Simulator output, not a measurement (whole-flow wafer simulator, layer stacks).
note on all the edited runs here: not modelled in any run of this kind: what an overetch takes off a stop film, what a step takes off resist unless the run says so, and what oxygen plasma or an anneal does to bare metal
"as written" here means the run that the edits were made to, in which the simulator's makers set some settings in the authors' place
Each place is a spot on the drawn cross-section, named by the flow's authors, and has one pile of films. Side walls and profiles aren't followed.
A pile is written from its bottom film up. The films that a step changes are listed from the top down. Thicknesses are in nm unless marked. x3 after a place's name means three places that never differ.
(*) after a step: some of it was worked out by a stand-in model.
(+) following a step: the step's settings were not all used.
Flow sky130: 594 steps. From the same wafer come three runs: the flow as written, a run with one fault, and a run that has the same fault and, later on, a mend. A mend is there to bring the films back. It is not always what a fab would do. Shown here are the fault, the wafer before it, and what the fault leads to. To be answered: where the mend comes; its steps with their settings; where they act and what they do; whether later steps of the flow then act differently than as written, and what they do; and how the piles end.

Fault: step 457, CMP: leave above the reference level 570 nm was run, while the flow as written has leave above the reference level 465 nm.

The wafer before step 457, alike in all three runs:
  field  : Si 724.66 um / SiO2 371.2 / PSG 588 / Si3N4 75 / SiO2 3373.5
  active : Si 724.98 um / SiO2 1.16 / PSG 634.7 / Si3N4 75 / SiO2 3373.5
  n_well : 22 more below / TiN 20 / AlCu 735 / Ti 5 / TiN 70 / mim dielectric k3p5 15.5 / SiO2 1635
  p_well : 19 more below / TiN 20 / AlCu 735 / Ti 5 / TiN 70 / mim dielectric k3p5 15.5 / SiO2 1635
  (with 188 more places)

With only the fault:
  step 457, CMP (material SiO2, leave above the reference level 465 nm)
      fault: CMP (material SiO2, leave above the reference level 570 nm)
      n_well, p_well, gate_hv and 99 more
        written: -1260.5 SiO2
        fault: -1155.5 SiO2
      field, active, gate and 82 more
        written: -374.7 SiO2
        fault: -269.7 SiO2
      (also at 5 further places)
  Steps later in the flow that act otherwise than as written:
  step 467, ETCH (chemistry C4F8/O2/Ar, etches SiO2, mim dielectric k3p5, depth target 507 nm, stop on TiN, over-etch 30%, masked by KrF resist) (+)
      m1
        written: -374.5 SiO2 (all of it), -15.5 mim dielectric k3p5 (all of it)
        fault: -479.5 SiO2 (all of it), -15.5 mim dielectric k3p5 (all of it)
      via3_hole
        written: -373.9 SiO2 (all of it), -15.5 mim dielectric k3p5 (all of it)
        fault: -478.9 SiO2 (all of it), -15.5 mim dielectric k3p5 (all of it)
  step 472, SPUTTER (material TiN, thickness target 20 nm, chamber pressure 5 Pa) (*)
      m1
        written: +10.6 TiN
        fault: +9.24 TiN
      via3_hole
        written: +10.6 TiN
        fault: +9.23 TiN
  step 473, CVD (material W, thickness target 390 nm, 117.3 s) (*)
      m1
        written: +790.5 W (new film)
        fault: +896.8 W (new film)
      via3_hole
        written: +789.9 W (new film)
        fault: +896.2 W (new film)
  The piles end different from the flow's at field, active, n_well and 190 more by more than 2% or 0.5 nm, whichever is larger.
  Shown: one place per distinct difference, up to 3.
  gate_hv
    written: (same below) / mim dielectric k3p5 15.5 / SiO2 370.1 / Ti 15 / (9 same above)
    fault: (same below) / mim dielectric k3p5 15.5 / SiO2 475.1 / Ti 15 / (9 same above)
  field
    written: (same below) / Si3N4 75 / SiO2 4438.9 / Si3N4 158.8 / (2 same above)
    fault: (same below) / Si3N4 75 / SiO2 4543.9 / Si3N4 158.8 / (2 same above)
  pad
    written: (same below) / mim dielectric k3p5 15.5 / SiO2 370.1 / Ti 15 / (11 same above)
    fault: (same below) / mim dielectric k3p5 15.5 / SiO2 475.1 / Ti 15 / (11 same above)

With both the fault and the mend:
  The mend stands after step 457.
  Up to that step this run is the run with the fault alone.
  step 457a, CMP (material SiO2, leave above the reference level 465 nm) (the flow's step 457, run once more)
      field, active, n_well and 189 more
        -105 SiO2
  None of the later steps of the flow acts differently than as written at any place that is followed.
  The piles end the same as the flow's at every place that both follow.
